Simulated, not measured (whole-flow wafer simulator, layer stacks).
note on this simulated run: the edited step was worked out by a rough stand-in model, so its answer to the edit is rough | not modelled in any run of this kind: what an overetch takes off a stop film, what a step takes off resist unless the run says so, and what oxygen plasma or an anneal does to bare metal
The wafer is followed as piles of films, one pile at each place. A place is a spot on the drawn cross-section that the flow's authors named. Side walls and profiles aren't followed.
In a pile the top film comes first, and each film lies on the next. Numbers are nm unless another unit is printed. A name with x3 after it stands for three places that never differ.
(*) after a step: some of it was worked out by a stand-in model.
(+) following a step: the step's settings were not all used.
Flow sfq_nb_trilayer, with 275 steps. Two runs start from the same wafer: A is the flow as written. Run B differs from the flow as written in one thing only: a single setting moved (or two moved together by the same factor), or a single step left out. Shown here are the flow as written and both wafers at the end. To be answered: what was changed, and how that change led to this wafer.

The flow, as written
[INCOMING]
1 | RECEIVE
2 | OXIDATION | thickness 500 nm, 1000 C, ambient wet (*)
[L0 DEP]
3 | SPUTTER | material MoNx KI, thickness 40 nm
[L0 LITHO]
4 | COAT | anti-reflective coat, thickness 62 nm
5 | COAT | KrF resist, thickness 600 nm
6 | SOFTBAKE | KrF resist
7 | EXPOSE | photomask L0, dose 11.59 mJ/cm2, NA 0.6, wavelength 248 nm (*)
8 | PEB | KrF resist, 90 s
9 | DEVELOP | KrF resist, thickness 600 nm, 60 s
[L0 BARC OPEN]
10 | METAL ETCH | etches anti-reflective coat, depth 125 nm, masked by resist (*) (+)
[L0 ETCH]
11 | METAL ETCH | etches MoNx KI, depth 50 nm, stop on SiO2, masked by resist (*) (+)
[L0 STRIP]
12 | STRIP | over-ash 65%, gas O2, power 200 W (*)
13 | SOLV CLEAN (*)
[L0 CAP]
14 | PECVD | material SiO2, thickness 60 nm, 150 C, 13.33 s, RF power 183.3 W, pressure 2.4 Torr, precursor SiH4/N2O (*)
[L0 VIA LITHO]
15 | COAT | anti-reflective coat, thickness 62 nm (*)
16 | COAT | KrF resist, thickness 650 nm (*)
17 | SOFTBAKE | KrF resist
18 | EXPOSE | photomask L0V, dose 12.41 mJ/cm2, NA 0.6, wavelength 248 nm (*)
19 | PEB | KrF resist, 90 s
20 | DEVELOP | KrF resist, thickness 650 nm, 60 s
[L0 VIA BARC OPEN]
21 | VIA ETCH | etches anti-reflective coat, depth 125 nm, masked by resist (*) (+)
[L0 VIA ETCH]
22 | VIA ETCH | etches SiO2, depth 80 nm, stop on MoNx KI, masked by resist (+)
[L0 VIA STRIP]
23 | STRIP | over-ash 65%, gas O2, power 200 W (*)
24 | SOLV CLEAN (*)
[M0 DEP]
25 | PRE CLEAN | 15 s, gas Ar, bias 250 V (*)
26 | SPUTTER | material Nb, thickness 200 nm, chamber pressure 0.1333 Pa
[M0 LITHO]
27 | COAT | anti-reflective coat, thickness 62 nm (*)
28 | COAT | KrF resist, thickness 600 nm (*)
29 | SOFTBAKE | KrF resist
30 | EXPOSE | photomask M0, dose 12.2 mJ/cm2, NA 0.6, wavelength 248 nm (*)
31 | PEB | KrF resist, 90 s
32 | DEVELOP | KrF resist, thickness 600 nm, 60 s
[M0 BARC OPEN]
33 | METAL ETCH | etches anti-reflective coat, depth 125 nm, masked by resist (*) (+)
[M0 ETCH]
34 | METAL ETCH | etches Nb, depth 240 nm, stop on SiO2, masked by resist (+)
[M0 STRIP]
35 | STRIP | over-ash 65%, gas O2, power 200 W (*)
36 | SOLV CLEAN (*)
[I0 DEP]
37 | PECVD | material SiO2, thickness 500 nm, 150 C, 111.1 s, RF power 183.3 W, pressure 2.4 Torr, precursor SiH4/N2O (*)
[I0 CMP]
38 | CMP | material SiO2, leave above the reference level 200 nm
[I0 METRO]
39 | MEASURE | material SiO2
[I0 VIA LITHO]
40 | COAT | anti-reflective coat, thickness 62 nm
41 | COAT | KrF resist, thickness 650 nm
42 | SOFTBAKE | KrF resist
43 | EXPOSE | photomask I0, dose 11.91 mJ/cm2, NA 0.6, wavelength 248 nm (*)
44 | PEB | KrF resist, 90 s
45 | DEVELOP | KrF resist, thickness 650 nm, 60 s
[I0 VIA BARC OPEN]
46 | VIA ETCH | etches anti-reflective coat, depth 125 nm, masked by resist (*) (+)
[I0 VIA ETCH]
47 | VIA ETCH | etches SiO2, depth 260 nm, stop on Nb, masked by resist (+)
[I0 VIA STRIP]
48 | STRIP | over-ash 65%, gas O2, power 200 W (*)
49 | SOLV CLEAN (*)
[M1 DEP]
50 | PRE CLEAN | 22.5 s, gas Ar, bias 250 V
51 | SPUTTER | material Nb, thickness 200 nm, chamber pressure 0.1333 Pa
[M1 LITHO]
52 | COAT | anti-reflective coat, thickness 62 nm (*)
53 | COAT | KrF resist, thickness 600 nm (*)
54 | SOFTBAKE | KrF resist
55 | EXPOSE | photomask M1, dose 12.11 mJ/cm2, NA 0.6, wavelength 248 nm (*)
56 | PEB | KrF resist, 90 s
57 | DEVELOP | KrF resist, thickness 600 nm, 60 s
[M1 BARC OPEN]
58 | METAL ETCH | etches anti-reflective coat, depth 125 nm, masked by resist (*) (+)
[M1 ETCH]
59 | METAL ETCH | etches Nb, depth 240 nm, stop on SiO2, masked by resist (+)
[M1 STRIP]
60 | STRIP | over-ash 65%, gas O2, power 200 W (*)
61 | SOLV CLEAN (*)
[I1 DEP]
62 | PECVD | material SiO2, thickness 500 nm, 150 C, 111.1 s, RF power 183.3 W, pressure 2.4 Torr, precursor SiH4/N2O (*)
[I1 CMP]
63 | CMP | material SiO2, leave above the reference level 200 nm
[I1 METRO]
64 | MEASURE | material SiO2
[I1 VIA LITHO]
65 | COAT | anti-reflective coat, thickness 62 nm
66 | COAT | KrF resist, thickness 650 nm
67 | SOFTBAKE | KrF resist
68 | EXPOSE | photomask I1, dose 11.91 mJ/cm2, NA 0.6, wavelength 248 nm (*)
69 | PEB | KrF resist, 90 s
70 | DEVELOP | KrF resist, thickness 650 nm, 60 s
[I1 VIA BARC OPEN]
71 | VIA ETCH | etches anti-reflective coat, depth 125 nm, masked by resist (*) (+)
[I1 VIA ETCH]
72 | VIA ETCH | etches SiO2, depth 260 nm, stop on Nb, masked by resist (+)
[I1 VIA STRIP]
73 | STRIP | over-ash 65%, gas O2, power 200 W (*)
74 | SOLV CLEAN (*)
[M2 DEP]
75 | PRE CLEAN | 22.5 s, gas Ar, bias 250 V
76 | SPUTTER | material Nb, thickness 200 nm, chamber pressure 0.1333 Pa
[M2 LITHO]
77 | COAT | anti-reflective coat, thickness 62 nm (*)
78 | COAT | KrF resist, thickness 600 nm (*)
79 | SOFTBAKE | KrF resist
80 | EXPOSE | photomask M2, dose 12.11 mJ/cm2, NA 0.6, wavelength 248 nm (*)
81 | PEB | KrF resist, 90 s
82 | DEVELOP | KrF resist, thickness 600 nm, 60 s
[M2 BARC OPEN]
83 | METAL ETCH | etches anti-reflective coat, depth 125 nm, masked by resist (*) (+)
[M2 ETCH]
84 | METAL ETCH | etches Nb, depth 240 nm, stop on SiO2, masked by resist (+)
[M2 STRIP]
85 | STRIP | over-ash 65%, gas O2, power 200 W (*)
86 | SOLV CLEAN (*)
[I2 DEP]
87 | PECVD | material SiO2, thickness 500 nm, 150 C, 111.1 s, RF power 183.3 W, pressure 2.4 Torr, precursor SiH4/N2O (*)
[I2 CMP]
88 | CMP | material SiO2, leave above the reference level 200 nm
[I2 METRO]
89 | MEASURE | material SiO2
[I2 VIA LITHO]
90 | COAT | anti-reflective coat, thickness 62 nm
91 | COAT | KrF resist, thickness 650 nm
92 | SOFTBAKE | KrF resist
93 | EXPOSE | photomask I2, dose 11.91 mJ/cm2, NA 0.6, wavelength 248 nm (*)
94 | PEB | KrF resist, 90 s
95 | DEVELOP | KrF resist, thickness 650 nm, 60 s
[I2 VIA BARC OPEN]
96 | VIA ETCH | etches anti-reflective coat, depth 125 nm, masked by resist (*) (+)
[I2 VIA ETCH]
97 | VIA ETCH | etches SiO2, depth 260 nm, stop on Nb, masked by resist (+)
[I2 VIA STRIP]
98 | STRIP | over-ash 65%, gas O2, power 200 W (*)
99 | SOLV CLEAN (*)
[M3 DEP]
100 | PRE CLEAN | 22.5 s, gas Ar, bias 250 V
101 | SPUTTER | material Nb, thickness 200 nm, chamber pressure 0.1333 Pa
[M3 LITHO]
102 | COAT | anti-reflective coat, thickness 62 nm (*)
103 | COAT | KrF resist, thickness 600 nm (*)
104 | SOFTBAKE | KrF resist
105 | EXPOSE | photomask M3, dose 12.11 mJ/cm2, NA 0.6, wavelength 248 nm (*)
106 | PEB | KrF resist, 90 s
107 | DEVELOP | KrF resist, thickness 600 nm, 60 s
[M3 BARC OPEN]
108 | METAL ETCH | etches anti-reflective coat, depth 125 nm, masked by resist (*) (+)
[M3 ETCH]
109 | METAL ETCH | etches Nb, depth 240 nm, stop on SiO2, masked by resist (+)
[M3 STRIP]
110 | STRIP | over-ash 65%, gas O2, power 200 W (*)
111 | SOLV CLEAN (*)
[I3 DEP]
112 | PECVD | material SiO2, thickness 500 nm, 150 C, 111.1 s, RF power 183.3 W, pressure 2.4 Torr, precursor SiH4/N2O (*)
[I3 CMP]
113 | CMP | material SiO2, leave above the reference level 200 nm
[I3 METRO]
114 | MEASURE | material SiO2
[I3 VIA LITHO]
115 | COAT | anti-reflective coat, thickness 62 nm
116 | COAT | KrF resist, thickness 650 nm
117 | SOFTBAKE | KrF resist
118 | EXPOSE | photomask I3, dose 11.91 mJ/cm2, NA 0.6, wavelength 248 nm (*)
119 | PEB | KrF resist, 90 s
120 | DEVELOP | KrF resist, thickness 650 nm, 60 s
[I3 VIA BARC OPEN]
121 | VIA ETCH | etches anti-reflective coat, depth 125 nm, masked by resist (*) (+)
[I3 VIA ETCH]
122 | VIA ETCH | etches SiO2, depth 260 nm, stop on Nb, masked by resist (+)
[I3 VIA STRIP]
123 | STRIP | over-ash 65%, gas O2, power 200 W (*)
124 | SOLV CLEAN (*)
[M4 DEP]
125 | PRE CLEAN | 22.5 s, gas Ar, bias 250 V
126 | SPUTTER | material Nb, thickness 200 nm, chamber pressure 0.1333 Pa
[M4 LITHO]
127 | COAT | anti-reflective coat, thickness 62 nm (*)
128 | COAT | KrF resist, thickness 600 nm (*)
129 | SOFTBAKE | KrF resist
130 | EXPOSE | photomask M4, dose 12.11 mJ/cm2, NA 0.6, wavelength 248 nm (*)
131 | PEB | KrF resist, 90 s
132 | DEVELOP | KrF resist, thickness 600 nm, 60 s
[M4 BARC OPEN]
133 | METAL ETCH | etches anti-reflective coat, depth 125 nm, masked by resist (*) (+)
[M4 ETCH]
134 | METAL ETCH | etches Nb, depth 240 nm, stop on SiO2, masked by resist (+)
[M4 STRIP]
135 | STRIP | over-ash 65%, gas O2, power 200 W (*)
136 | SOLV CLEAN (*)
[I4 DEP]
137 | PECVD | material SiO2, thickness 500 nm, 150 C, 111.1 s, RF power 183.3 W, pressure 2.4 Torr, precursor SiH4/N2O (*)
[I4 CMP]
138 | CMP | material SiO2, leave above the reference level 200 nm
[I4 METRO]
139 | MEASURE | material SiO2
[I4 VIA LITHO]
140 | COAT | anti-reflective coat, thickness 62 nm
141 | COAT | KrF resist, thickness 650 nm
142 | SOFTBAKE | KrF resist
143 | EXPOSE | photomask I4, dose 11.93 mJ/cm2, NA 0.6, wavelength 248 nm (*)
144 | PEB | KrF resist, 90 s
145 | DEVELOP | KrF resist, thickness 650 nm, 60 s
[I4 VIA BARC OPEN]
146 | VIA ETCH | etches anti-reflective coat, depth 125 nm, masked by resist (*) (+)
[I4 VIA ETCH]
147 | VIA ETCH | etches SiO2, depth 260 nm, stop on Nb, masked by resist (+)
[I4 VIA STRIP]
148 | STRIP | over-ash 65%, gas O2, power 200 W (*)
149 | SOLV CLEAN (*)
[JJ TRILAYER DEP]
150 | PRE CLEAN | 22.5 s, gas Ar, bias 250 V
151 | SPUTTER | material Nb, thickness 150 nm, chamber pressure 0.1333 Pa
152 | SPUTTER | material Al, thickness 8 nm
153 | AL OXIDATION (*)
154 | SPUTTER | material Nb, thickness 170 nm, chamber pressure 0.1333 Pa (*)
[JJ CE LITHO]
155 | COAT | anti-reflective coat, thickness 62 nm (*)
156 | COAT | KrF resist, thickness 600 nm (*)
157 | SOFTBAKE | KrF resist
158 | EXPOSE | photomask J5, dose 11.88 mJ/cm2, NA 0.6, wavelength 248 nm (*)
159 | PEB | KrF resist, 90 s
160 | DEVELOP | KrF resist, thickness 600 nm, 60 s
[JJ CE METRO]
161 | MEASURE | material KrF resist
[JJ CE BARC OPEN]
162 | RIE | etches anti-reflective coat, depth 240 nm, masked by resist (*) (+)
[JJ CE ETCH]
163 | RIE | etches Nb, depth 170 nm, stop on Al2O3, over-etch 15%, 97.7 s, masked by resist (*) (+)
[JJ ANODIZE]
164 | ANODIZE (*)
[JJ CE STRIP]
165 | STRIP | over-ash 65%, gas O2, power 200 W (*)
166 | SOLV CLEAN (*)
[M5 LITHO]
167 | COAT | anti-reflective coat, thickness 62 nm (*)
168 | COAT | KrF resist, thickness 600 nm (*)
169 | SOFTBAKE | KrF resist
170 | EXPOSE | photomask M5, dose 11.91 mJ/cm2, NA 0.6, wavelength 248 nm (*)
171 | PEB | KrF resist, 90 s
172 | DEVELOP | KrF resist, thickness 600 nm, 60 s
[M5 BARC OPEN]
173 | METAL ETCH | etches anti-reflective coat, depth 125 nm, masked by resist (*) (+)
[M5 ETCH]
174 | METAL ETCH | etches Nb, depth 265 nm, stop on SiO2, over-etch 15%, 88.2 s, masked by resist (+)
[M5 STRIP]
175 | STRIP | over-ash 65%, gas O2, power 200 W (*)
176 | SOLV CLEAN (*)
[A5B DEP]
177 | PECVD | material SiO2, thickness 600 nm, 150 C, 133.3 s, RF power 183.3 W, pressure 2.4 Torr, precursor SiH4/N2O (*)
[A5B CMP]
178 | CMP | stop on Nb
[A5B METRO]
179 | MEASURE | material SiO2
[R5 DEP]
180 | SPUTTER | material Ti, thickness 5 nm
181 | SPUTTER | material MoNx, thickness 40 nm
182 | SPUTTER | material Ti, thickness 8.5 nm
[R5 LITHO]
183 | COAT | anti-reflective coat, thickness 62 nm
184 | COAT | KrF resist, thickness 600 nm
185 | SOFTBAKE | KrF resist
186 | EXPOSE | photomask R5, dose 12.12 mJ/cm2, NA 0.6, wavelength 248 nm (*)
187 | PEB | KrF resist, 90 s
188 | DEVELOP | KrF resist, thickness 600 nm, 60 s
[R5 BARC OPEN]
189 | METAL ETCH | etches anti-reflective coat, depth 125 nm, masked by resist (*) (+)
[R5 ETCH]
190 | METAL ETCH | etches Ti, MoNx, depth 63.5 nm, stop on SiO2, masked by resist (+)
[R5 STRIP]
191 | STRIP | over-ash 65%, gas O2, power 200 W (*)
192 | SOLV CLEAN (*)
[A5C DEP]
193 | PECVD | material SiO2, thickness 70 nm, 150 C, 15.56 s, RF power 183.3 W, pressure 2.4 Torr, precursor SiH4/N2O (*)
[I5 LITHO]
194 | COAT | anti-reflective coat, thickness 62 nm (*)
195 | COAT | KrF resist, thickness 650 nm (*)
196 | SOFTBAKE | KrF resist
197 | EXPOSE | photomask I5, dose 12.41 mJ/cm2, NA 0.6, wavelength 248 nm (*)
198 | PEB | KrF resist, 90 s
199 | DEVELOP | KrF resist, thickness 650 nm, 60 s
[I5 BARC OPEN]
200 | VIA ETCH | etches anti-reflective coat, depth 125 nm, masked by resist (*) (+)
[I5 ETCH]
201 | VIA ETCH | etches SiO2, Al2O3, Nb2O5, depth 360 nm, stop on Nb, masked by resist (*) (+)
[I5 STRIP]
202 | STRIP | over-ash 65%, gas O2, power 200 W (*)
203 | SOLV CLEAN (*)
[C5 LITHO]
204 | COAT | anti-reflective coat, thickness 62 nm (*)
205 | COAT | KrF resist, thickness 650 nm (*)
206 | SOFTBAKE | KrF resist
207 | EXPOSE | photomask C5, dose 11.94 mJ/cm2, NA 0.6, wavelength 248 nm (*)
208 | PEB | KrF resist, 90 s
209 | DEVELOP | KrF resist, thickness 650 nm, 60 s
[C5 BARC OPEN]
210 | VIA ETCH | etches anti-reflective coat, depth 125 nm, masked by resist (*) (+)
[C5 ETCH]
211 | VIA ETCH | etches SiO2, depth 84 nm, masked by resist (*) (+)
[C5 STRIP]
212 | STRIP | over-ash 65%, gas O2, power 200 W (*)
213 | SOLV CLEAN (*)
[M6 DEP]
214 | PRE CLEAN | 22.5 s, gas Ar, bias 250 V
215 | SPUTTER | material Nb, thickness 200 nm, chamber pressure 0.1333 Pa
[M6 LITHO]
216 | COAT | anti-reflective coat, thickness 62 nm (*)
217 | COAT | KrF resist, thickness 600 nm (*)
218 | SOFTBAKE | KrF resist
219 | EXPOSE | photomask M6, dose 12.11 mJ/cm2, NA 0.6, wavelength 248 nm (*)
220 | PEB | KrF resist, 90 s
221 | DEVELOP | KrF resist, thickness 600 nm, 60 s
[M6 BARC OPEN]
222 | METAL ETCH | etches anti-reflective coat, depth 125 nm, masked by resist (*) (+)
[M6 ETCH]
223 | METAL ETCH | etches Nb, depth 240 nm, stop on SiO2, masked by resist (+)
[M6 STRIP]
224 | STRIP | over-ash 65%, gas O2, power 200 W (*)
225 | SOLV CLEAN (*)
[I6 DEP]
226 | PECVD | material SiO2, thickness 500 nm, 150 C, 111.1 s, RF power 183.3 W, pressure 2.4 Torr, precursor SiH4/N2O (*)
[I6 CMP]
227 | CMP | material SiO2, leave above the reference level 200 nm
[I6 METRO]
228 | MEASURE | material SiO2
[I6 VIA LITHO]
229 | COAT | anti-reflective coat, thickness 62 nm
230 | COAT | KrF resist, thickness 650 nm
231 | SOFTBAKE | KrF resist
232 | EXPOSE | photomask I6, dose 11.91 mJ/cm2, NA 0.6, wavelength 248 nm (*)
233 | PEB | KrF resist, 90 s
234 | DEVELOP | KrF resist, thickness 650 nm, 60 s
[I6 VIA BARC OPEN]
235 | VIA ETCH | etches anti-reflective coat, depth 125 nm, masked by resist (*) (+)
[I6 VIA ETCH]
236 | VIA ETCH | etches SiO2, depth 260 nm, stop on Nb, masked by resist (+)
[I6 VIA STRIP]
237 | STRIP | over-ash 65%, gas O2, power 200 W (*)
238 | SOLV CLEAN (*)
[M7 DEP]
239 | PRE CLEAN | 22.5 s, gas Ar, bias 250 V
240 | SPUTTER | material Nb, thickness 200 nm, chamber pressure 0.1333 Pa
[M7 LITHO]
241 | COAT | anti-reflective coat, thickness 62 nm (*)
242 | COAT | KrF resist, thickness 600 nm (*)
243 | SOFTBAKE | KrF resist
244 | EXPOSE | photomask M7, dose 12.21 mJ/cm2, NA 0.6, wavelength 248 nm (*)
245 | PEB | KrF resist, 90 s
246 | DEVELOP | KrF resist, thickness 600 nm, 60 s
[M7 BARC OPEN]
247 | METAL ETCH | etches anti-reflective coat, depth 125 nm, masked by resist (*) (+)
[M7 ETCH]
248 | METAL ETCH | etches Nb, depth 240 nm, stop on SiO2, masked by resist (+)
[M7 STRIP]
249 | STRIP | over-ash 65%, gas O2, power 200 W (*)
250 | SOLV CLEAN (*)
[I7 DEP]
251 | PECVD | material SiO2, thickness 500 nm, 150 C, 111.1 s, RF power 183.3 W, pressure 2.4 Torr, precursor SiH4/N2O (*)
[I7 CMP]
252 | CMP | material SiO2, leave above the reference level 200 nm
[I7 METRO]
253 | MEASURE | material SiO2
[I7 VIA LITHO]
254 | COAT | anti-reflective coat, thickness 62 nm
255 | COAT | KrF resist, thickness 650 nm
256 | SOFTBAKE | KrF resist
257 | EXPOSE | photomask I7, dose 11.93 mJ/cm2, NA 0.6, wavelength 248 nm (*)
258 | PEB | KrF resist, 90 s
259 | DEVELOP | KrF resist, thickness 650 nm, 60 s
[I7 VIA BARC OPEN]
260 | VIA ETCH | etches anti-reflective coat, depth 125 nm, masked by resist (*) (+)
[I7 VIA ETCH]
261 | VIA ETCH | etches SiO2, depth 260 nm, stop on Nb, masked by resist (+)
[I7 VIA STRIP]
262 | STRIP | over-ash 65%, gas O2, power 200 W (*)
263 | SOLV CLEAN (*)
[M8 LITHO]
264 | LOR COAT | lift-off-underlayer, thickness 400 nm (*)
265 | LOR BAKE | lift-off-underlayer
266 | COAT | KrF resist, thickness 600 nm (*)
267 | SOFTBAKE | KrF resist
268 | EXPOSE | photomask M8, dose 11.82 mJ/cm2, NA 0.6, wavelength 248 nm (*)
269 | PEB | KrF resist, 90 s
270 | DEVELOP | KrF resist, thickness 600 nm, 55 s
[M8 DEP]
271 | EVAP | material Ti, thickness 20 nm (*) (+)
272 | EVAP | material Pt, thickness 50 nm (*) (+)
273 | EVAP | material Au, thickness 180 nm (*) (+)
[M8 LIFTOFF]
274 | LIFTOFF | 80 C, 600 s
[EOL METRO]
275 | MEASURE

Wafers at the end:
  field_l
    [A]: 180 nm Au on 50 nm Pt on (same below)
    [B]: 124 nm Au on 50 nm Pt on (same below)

What caused this: step 273, EVAP: thickness 124 nm was run, though the flow has thickness 180 nm.
The wafer lets one read it off: field_l has Au 124, and step 273 as written asks for 180 nm.

How this came from the change, step by step:
  273 | EVAP | material Au, thickness 180 nm (*) (+)
      field_l, v_sur, via_wl and 103 more: A Au gains 180 (new film) | B Au gains 124 (new film)
  274 | LIFTOFF | 80 C, 600 s
      p4_fl, p4_fm, p4_w1 and 71 more: A Au loses 180 (all of it), Pt loses 50 (all of it), Ti loses 20 (all of it), KrF resist loses 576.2 (all of it), lift-off-underlayer loses 400 (all of it) | B Au loses 124 (all of it), Pt loses 50 (all of it), Ti loses 20 (all of it), KrF resist loses 576.2 (all of it), lift-off-underlayer loses 400 (all of it)
      c5j, ce_r: A Au loses 180 (all of it), Pt loses 50 (all of it), Ti loses 20 (all of it), KrF resist loses 573.3 (all of it), lift-off-underlayer loses 399.3 (all of it) | B Au loses 124 (all of it), Pt loses 50 (all of it), Ti loses 20 (all of it), KrF resist loses 573.3 (all of it), lift-off-underlayer loses 399.3 (all of it)
      (also at 19 further places)
